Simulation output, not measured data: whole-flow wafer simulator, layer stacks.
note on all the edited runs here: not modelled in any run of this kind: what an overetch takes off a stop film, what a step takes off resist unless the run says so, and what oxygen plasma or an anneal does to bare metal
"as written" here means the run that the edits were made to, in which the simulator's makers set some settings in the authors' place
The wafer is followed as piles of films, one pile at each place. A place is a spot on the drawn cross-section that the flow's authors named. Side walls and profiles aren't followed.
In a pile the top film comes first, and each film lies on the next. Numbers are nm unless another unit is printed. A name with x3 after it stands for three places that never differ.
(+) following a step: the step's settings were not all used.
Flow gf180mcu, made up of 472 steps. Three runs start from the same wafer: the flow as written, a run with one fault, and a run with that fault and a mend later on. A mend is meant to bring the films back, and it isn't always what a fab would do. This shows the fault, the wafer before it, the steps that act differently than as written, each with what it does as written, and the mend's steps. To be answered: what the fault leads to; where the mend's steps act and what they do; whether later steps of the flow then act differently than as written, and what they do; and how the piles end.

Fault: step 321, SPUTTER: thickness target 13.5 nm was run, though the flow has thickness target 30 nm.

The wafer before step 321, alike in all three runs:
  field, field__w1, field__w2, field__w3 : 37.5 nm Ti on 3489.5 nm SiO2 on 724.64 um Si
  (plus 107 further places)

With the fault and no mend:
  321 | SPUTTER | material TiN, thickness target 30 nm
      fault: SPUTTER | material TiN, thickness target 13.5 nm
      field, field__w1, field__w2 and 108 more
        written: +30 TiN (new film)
        fault: +13.5 TiN (new film)
  Steps later in the flow that act otherwise than as written:
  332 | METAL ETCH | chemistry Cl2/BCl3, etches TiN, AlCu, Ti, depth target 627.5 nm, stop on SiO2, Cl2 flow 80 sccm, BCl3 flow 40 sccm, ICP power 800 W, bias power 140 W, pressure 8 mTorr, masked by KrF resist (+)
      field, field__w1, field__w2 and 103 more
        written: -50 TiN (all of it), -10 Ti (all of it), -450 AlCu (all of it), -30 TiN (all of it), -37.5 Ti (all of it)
        fault: -50 TiN (all of it), -10 Ti (all of it), -450 AlCu (all of it), -13.5 TiN (all of it), -37.5 Ti (all of it)
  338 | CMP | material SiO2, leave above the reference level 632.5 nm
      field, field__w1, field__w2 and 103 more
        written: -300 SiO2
        fault: -316.5 SiO2
  By the end, the piles at field__w8, contact, m1, m1__w1, m1_nw depart from the flow's by more than 2% or 0.5 nm, whichever is larger.
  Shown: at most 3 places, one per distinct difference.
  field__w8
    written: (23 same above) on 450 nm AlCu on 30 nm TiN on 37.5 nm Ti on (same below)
    fault: (23 same above) on 450 nm AlCu on 13.5 nm TiN on 37.5 nm Ti on (same below)
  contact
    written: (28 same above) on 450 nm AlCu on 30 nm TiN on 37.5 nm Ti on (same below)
    fault: (28 same above) on 450 nm AlCu on 13.5 nm TiN on 37.5 nm Ti on (same below)

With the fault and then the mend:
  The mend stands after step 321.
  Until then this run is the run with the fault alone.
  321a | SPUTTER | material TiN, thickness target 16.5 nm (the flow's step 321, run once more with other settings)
      field, field__w1, field__w2 and 108 more
        +16.5 TiN
  None of the later steps of the flow acts differently than as written at any place that is followed.
  The piles end the same as the flow's at every place that both follow.
